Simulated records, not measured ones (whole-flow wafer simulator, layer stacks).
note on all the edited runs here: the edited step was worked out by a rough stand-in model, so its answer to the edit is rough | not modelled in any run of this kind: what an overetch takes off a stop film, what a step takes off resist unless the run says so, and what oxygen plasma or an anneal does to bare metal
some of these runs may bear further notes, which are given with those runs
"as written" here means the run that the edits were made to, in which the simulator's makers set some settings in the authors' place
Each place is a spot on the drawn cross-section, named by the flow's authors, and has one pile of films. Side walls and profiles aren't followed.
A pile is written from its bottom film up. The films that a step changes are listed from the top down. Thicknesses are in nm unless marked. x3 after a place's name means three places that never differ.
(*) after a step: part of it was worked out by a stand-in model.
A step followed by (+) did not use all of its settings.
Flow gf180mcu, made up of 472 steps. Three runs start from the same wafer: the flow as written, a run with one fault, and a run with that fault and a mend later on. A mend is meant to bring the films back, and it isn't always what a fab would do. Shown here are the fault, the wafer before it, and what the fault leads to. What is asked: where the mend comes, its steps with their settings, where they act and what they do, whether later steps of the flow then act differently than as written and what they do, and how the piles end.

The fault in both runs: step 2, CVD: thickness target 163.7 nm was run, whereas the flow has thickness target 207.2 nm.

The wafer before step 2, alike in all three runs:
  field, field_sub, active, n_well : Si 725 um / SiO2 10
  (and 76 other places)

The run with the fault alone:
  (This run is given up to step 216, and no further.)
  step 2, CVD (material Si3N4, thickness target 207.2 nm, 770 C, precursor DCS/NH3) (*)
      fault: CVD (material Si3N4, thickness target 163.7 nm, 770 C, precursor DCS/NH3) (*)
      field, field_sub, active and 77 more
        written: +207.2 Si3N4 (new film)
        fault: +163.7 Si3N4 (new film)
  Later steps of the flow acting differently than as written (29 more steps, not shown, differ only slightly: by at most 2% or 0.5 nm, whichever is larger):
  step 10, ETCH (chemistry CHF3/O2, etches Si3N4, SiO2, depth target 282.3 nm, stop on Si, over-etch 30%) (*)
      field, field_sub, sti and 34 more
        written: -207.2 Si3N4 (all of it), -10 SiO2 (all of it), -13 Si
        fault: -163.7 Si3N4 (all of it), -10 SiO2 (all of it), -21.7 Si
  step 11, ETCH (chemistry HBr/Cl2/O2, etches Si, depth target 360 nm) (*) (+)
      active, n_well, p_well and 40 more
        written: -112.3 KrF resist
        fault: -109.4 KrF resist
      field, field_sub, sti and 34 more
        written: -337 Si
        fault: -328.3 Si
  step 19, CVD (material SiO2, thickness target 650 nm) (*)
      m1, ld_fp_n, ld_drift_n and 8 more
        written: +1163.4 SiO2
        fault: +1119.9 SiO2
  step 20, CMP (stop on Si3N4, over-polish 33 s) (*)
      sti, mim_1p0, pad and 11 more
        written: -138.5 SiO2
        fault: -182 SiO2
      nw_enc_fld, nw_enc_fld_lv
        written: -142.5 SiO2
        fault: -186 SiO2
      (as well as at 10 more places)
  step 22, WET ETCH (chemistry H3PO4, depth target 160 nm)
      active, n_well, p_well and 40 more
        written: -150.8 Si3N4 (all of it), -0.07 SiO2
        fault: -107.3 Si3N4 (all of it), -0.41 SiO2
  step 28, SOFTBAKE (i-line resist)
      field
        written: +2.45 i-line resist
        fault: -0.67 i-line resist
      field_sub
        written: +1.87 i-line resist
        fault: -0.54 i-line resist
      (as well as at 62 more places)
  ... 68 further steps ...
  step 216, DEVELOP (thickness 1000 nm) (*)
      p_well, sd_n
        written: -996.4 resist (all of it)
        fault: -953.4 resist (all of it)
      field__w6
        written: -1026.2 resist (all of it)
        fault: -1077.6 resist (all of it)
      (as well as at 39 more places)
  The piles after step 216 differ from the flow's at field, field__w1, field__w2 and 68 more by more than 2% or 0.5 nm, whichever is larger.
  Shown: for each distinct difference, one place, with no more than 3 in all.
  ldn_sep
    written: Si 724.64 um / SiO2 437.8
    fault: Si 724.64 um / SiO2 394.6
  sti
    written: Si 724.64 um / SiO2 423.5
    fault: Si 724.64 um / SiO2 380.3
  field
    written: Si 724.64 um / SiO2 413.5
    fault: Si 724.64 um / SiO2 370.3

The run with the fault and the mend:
  The mend stands after step 9.
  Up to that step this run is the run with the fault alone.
  step 9a, STRIP (chemistry O2/N2, power 2160 W, pressure 1700 mTorr) (*)
      active, n_well, p_well and 40 more
        -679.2 KrF resist (all of it)
  step 9b, CVD (material Si3N4, thickness target 43.5 nm, 770 C, precursor DCS/NH3) (*) (a further turn of the flow's step 2, with different settings)
      field, field_sub, active and 77 more
        +43.5 Si3N4
  step 9c, HMDS (120 C, 60 s) (a further turn of the flow's step 4)
      leaves every film unchanged at each place that is followed
  step 9d, COAT (KrF resist, thickness 700 nm) (a further turn of the flow's step 5)
      field, field_sub, active and 77 more
        +700 KrF resist (new film)
  step 9e, SOFTBAKE (KrF resist) (a further turn of the flow's step 6)
      leaves every film unchanged at each place that is followed
  step 9f, EXPOSE (photomask COMP) (a further turn of the flow's step 7)
      leaves every film unchanged at each place that is followed
  step 9g, PEB (KrF resist, 135 C, 90 s) (a further turn of the flow's step 8)
      field, field_sub, active and 77 more
        -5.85 KrF resist
  step 9h, DEVELOP (thickness 700 nm, 60 s) (a further turn of the flow's step 9)
      active, n_well, p_well and 40 more
        -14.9 KrF resist
      field, field_sub, sti and 34 more
        -694.2 KrF resist (all of it)
  None of the later steps of the flow differs from how it acts as written, at any place that is followed, by more than 2% or 0.5 nm, whichever is larger.
  By the end, the piles equal the flow's at every place that both follow.
